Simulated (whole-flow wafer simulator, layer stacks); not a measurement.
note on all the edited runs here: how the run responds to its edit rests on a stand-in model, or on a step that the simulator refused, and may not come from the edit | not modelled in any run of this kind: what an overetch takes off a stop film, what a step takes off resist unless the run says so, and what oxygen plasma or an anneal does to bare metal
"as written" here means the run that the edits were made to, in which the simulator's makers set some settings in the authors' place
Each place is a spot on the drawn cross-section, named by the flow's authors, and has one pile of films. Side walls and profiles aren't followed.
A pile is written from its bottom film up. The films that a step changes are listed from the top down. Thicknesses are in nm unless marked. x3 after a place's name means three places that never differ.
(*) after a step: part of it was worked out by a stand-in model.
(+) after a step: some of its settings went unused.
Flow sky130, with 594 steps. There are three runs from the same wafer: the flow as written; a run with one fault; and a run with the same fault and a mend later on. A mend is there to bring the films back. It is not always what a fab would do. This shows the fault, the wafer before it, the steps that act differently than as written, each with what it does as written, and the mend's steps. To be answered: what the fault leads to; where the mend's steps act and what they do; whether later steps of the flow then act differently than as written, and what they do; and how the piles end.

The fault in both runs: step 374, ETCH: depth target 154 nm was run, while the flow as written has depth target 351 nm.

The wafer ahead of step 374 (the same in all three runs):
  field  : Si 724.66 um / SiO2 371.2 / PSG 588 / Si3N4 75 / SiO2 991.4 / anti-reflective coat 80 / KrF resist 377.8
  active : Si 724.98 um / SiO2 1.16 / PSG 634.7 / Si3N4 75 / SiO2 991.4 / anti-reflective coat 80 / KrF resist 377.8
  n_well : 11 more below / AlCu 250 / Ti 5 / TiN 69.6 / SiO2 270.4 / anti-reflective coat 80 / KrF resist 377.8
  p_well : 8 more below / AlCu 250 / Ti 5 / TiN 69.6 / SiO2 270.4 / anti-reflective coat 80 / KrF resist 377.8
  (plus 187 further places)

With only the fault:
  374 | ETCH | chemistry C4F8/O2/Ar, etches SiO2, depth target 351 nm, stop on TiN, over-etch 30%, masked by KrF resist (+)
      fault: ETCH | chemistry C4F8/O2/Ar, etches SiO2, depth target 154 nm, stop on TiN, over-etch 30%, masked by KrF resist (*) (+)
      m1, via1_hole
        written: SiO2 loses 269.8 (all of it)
        fault: SiO2 loses 154
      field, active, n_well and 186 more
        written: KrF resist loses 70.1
        fault: KrF resist loses 30.8
  Steps further on in the flow that do not act as written (8 more steps, not shown, differ only slightly: by at most 2% or 0.5 nm, whichever is larger):
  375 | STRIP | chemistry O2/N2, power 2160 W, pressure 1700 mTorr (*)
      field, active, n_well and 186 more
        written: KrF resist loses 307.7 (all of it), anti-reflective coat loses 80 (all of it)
        fault: KrF resist loses 347 (all of it), anti-reflective coat loses 80 (all of it)
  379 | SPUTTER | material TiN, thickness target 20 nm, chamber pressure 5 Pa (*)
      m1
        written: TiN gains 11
        fault: TiN gains 13.4 (new film)
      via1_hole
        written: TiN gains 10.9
        fault: TiN gains 13.4 (new film)
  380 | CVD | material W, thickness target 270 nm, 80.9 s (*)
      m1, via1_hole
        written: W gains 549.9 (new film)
        fault: W gains 431.2 (new film)
  At m1, via1_hole, the piles at the end differ from the flow's by more than 2% or 0.5 nm, whichever is larger.
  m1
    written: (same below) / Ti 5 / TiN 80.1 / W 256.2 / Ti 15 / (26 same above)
    fault: (same below) / Ti 5 / TiN 69.6 / SiO2 115.8 / TiN 13.4 / W 137.6 / Ti 15 / (26 same above)
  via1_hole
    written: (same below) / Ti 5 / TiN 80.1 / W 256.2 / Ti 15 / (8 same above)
    fault: (same below) / Ti 5 / TiN 69.6 / SiO2 115.8 / TiN 13.4 / W 137.6 / Ti 15 / (8 same above)

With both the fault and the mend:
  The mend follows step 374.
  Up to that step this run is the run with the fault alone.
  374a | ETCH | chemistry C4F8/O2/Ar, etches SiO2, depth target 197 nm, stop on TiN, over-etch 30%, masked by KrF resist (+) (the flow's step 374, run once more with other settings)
      field, active, n_well and 186 more
        KrF resist loses 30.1
      m1, via1_hole
        SiO2 loses 115.8 (all of it)
  Steps further on in the flow that do not act as written:
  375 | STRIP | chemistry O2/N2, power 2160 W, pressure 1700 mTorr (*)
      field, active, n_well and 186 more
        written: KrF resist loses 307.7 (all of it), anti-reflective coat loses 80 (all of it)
        mend: KrF resist loses 316.9 (all of it), anti-reflective coat loses 80 (all of it)
  At every place that both follow, the piles at the end match the flow's.
